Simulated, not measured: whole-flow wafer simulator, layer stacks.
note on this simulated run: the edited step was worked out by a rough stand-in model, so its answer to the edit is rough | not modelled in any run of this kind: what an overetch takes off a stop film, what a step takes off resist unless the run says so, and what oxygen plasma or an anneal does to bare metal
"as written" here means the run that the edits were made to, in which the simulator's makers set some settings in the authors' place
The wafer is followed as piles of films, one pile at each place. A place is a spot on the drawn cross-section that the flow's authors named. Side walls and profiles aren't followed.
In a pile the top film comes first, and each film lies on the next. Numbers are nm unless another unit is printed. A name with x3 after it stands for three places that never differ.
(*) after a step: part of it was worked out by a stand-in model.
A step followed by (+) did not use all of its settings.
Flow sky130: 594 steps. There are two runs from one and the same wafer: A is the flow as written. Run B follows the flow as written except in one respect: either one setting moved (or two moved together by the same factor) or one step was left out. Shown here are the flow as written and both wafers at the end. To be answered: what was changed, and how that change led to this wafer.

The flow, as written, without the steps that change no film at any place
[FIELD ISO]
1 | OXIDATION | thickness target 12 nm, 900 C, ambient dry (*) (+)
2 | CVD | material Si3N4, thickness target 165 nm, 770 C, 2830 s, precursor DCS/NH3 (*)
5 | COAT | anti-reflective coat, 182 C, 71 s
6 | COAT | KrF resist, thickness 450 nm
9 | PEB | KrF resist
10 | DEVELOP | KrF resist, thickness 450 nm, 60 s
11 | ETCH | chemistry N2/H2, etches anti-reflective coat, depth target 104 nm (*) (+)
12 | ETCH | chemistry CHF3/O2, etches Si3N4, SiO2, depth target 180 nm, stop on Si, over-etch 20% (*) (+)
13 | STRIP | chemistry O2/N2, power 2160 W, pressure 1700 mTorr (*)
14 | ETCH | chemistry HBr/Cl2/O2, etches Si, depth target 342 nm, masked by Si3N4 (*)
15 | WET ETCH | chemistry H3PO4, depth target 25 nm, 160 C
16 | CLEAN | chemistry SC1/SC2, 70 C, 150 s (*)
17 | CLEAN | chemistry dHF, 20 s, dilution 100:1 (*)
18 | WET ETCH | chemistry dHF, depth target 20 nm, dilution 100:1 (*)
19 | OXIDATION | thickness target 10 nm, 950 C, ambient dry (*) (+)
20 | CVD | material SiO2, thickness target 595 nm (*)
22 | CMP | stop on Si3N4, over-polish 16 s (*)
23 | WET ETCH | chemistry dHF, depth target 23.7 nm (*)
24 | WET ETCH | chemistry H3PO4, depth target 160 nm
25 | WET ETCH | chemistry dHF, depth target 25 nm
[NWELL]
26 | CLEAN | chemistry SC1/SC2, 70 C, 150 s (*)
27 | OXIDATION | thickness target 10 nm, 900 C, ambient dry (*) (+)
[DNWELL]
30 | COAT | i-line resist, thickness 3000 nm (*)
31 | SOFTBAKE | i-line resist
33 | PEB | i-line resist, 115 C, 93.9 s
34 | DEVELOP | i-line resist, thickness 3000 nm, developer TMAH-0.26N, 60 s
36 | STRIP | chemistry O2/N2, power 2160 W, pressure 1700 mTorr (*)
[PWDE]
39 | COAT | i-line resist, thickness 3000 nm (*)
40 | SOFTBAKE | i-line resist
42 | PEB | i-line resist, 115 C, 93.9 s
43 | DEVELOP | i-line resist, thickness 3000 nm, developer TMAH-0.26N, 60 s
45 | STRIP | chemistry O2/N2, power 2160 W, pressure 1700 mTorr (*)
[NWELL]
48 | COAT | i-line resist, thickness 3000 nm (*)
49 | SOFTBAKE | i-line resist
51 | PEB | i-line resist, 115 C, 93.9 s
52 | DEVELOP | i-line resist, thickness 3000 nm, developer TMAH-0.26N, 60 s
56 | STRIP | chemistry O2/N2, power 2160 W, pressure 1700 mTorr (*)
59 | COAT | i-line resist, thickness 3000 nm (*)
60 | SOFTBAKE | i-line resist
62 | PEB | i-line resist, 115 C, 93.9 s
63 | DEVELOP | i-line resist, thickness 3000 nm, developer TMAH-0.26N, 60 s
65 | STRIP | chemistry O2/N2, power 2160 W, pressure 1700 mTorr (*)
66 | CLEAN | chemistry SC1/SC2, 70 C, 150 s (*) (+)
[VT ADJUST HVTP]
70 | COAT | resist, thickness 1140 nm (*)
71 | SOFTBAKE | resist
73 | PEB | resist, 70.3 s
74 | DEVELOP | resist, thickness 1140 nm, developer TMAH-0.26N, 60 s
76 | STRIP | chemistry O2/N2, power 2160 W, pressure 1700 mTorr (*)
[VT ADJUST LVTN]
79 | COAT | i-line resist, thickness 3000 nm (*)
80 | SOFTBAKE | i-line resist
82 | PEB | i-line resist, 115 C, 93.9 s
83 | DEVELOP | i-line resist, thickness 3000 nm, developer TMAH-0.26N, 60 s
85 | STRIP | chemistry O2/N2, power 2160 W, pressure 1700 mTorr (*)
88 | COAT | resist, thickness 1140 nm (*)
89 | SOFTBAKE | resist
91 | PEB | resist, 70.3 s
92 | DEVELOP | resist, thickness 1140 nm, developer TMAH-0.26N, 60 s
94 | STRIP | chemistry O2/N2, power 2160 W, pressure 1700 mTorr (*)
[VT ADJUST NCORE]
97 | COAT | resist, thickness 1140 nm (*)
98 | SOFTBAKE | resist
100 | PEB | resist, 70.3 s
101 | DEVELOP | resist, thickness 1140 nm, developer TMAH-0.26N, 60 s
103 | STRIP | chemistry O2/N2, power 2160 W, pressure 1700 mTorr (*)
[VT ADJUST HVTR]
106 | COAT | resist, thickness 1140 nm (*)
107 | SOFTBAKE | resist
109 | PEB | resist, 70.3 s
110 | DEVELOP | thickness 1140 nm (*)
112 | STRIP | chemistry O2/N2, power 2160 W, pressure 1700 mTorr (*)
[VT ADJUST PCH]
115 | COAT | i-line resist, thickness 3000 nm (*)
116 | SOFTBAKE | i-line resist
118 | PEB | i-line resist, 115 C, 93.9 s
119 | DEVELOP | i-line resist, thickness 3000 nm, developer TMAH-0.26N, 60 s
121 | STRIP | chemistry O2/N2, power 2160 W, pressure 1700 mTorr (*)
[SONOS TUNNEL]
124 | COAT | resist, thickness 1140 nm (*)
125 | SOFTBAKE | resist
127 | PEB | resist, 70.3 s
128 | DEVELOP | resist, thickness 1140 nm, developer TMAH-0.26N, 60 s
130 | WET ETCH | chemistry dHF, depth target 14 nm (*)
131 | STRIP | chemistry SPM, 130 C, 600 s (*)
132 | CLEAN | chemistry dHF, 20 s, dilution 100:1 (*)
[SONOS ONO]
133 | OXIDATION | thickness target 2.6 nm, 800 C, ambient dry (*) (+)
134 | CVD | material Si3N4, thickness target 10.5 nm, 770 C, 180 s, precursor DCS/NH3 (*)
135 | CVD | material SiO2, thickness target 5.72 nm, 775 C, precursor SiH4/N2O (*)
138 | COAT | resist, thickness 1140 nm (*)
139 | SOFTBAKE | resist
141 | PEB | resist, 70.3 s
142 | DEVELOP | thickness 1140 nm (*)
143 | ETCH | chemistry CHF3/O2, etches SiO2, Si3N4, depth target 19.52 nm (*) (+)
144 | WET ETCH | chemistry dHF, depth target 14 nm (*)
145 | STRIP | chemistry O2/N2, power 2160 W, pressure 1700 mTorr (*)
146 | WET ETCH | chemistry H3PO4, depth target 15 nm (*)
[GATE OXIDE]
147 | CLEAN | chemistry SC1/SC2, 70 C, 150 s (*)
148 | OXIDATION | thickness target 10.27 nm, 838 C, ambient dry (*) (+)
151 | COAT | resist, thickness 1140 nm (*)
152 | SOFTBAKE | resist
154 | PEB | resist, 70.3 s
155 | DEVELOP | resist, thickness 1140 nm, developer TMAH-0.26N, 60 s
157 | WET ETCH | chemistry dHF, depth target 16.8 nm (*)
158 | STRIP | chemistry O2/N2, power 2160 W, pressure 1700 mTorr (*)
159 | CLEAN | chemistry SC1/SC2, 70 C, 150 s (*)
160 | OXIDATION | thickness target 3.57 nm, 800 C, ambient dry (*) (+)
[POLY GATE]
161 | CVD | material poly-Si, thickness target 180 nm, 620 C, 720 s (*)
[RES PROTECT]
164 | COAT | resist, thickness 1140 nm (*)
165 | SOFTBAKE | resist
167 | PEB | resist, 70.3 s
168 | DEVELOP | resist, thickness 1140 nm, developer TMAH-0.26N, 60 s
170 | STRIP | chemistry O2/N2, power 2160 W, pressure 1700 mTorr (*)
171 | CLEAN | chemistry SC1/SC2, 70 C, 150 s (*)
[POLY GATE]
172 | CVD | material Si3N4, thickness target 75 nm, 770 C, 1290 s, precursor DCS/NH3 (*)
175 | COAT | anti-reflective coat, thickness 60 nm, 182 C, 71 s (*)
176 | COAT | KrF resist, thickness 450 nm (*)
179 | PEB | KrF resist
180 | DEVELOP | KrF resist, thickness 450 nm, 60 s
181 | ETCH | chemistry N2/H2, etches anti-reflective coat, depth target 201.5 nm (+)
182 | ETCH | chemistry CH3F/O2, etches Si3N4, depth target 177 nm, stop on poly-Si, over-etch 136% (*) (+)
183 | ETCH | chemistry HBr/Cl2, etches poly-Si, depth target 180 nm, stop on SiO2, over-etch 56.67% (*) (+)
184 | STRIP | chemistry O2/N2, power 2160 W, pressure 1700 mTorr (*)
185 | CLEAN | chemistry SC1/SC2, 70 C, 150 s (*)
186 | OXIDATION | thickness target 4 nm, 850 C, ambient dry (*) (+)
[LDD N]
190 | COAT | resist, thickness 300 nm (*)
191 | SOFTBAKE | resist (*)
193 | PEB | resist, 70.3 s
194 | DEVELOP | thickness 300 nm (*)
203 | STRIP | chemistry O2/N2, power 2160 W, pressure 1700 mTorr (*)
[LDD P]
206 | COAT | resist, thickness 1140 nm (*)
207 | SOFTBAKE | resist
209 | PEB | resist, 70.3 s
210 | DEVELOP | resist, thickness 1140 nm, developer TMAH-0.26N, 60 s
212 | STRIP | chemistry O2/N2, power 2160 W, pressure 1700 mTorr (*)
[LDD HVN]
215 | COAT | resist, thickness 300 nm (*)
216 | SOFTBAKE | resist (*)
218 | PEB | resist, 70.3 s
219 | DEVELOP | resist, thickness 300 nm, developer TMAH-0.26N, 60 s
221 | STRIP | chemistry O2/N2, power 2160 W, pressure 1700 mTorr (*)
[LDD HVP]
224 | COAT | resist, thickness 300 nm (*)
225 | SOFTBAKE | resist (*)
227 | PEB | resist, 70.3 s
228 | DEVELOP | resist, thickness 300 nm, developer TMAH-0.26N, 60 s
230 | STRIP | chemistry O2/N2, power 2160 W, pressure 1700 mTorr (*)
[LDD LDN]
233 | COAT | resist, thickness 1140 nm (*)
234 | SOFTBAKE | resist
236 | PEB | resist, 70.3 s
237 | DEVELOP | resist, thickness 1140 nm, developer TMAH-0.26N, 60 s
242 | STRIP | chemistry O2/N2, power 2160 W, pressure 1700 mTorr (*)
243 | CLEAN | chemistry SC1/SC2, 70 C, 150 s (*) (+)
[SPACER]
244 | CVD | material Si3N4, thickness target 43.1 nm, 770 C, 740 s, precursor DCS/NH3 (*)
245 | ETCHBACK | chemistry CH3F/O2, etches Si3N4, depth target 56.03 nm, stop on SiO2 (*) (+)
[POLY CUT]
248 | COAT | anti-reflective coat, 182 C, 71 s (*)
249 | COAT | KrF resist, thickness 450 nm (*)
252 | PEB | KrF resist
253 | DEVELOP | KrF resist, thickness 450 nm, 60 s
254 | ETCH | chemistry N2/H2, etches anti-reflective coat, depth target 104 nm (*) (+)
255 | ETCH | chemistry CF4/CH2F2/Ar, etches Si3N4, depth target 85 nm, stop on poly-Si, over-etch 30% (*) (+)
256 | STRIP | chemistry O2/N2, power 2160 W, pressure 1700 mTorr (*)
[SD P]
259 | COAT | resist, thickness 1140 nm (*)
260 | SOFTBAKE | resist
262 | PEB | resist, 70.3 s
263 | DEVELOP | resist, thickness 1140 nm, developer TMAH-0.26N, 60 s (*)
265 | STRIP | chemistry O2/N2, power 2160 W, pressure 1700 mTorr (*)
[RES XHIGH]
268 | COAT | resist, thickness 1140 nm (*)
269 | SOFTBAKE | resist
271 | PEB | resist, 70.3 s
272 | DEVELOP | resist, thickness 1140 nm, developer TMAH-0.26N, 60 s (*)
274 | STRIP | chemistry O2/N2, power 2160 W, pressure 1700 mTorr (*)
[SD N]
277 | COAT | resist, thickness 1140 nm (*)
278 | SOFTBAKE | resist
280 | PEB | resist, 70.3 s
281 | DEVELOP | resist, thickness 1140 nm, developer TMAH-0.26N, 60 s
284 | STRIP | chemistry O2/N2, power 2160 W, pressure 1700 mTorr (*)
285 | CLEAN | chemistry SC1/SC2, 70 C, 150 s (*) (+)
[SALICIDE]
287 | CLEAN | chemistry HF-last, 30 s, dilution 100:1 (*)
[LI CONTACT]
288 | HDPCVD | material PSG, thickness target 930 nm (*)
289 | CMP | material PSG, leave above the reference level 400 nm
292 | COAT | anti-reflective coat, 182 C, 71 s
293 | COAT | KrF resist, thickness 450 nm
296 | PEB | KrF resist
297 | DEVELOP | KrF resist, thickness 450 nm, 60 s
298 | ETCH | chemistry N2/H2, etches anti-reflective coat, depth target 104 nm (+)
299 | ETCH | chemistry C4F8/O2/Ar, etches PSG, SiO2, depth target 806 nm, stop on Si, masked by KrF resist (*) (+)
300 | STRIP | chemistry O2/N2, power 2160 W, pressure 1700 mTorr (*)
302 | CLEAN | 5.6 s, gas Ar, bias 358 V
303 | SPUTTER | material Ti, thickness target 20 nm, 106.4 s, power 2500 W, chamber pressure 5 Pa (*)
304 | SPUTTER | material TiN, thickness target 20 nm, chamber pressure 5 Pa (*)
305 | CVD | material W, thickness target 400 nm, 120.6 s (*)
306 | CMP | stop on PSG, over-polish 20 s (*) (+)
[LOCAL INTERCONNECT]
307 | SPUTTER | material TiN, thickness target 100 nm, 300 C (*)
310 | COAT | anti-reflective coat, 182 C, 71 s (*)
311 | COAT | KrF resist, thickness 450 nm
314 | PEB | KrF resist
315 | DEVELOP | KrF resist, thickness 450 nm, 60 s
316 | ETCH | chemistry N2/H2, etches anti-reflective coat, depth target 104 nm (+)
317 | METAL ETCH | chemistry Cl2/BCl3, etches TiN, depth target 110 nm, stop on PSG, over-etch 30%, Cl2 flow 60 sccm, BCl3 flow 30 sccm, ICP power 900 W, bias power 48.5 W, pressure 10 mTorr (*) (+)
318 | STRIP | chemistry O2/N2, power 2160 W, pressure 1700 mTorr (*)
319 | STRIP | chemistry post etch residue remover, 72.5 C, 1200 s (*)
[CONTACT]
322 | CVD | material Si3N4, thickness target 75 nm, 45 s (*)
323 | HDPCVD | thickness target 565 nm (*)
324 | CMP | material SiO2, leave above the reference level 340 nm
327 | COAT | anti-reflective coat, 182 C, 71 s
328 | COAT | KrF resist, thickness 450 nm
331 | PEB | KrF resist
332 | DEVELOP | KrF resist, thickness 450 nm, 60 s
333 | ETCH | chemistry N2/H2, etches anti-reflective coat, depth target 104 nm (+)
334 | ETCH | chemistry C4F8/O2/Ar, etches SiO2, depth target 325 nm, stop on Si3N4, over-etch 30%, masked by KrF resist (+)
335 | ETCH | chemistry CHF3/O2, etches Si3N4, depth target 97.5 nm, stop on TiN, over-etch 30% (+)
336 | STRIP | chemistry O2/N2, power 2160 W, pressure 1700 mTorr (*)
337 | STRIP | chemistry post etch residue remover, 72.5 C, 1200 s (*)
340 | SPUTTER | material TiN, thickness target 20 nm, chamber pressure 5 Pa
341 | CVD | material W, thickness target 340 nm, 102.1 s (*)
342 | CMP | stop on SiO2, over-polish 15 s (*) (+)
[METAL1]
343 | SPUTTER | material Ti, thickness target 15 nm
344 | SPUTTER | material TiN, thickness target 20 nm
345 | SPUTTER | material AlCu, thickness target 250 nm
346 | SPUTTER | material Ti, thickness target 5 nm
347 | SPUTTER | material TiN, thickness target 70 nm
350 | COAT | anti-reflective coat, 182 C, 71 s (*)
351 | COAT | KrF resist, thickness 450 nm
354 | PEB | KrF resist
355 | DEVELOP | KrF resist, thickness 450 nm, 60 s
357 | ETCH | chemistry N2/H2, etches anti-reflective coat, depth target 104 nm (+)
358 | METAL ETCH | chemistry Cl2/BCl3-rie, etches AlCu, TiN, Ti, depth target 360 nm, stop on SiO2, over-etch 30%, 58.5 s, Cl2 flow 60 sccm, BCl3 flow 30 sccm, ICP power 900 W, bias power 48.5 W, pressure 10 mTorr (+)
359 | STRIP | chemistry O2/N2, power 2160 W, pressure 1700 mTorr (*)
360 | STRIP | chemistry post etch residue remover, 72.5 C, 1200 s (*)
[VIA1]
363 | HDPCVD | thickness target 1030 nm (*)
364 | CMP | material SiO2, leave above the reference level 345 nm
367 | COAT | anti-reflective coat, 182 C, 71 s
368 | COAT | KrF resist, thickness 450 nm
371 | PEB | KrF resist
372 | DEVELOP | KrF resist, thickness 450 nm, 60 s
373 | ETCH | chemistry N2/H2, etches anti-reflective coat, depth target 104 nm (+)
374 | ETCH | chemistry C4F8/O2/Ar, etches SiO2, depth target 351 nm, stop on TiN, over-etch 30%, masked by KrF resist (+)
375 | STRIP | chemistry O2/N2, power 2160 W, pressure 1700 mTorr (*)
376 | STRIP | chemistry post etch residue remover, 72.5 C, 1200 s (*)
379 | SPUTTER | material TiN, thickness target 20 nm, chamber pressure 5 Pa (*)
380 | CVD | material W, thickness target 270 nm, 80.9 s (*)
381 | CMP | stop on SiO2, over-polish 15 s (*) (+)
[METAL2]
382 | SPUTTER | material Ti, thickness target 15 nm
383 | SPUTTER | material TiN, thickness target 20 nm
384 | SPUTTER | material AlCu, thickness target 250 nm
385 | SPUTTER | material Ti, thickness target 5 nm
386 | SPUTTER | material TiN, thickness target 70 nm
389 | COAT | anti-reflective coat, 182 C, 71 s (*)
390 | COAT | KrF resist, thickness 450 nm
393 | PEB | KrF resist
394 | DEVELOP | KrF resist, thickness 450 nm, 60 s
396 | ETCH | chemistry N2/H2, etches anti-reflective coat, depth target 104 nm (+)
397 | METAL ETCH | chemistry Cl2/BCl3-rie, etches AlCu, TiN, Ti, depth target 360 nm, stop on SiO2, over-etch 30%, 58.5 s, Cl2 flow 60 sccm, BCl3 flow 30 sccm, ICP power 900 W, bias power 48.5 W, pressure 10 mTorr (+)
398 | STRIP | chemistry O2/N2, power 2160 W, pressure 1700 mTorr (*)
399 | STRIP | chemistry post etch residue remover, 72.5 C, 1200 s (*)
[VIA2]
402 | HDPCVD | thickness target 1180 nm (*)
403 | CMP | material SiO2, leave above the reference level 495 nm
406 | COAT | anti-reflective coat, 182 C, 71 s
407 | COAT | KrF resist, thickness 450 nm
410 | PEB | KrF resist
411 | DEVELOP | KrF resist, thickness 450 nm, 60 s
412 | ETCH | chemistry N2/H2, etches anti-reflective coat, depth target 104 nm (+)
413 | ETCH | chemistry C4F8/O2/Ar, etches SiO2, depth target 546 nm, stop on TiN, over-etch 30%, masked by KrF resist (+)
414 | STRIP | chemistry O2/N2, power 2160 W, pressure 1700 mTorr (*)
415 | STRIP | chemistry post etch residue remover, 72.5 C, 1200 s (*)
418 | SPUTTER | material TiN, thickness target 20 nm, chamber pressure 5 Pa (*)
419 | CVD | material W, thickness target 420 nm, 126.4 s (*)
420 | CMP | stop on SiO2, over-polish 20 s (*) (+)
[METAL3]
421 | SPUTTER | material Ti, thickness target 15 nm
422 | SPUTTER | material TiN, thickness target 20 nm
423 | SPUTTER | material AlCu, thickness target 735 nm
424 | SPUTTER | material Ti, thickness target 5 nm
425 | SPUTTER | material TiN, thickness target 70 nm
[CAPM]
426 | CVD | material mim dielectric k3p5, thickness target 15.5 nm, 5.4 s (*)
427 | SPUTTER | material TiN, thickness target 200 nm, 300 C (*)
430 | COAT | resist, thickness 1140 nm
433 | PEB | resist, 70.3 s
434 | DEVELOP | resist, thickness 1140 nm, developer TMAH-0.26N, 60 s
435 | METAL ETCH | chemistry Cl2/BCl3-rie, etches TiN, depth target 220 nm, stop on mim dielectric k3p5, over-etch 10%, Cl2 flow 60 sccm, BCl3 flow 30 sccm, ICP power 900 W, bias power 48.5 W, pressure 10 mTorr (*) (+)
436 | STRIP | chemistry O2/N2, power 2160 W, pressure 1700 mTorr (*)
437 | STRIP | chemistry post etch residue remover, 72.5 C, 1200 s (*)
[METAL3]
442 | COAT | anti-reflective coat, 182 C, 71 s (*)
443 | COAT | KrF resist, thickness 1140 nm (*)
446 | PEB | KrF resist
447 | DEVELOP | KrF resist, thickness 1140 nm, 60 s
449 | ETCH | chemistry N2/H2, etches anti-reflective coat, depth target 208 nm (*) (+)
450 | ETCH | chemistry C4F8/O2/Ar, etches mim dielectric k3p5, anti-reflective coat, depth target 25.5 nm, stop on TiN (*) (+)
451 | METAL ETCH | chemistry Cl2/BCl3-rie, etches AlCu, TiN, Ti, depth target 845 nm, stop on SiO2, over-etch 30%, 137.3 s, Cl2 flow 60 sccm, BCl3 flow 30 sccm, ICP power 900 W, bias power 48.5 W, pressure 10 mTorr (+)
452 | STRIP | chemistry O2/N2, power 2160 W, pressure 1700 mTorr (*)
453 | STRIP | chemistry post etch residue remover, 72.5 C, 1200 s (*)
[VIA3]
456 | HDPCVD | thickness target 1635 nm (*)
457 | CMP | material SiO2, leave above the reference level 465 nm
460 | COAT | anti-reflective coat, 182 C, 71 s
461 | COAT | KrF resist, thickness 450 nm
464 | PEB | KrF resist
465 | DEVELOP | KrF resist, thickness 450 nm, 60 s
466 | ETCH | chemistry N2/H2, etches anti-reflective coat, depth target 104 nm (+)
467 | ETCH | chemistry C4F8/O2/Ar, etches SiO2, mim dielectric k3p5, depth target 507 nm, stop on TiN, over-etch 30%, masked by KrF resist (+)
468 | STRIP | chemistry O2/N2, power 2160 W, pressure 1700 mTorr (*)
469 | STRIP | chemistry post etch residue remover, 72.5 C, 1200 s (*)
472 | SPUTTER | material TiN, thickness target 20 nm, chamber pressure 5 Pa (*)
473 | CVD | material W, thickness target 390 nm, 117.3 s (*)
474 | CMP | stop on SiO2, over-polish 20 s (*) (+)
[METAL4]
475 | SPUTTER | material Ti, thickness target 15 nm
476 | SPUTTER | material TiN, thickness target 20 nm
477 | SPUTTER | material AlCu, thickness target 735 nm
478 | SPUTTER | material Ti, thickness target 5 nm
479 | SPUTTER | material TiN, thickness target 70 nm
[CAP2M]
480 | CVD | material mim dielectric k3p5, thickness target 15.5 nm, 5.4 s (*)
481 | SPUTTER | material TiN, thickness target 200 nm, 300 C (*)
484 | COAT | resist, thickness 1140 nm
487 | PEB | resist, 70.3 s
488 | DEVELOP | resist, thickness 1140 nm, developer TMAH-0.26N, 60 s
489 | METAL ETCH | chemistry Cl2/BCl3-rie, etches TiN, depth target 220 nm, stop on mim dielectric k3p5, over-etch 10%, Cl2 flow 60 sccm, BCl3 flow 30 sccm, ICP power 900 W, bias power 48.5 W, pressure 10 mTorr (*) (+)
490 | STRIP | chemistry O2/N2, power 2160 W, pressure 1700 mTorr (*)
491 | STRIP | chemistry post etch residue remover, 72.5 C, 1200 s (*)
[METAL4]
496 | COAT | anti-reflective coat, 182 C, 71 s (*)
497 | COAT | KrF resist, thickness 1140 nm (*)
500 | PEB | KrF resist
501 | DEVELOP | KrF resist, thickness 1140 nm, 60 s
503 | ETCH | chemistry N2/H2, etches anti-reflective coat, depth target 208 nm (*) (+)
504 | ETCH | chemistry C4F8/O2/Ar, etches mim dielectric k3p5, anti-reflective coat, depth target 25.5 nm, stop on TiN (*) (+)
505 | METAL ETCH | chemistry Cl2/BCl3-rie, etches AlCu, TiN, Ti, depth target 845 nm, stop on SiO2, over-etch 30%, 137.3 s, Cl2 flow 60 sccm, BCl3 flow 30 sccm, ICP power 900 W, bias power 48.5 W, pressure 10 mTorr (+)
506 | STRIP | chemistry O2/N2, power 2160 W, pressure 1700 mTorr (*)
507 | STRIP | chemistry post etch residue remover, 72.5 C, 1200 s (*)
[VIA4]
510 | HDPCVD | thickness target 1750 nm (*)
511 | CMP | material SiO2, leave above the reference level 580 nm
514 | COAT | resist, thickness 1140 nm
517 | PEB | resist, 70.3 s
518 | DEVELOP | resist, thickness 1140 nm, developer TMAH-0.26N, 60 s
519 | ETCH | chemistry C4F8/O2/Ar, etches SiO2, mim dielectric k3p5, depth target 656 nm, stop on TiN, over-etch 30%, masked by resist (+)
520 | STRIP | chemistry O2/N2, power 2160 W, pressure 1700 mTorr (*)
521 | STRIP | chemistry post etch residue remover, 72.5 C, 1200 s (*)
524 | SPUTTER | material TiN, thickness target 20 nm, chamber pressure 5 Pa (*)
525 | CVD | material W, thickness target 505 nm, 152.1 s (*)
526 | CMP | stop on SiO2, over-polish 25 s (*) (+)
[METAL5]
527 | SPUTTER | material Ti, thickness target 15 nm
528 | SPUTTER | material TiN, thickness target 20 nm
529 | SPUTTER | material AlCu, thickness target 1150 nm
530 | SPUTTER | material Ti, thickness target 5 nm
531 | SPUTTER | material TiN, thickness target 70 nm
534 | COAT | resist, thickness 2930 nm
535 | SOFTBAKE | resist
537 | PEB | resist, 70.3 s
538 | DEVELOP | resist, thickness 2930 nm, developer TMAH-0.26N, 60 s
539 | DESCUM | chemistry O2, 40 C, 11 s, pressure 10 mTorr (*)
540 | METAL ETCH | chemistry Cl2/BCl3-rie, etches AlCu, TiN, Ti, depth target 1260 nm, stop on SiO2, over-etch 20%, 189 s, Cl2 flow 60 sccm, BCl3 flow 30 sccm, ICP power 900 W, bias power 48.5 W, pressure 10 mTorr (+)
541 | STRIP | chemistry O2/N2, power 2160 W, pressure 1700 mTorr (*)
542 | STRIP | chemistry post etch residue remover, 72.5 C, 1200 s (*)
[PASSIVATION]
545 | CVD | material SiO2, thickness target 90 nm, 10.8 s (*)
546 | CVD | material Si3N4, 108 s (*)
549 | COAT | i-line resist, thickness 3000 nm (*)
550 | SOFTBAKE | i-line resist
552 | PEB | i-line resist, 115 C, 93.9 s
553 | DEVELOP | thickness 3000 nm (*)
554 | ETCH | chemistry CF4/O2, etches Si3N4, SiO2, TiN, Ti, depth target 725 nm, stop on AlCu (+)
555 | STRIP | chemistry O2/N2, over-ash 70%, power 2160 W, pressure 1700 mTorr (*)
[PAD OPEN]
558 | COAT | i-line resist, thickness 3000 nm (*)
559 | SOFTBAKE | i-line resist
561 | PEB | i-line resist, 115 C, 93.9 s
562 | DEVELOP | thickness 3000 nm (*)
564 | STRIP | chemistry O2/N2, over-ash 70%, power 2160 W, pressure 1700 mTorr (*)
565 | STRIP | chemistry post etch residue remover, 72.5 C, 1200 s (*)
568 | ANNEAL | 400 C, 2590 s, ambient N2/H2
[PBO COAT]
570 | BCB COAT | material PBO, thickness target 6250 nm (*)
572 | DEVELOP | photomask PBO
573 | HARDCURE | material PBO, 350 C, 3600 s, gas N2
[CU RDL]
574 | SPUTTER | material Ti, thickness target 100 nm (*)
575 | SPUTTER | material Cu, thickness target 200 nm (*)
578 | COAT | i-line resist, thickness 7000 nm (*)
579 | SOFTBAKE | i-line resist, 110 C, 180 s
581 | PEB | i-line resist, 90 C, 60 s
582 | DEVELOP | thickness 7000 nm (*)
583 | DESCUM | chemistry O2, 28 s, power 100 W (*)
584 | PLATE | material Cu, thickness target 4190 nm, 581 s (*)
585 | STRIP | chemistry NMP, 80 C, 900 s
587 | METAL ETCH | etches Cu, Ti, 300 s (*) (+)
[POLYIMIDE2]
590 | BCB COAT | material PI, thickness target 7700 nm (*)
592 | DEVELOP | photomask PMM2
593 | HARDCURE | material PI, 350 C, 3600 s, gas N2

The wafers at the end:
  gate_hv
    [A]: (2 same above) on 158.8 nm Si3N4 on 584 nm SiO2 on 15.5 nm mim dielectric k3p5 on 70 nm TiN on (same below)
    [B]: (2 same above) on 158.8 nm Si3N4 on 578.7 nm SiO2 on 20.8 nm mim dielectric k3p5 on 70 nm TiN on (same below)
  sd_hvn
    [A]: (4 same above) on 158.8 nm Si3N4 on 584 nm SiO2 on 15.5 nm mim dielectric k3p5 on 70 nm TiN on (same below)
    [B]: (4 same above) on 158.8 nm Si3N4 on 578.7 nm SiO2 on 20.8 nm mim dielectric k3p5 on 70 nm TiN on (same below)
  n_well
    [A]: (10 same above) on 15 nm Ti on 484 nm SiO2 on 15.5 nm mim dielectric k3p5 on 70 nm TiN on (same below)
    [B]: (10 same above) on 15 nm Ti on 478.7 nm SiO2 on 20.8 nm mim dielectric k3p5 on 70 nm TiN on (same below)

What caused this: step 480, CVD: thickness target 20.8 nm was run, while the flow as written has thickness target 15.5 nm; step 480, CVD: 7.24 s was run, where the flow has 5.4 s.
The wafer lets one read it off: gate_hv has mim dielectric k3p5 20.8, and step 480 as written asks for 15.5 nm.

How this came from the change, step by step:
  480 | CVD | material mim dielectric k3p5, thickness target 15.5 nm, 5.4 s (*)
      field, active, n_well and 189 more: A +15.5 mim dielectric k3p5 (new film) | B +20.8 mim dielectric k3p5 (new film)
  504 | ETCH | chemistry C4F8/O2/Ar, etches mim dielectric k3p5, anti-reflective coat, depth target 25.5 nm, stop on TiN (*) (+)
      n_well, p_well, gate_hv and 102 more: A -15.5 KrF resist | B -17 KrF resist
      field, active, gate and 85 more: A -15.5 mim dielectric k3p5 (all of it) | B -20.8 mim dielectric k3p5 (all of it)
  519 | ETCH | chemistry C4F8/O2/Ar, etches SiO2, mim dielectric k3p5, depth target 656 nm, stop on TiN, over-etch 30%, masked by resist (+)
      m1: A -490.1 SiO2 (all of it), -15.5 mim dielectric k3p5 (all of it) | B -484.8 SiO2 (all of it), -20.8 mim dielectric k3p5 (all of it)
      via4_hole: A -489.5 SiO2 (all of it), -15.5 mim dielectric k3p5 (all of it) | B -484.2 SiO2 (all of it), -20.8 mim dielectric k3p5 (all of it)
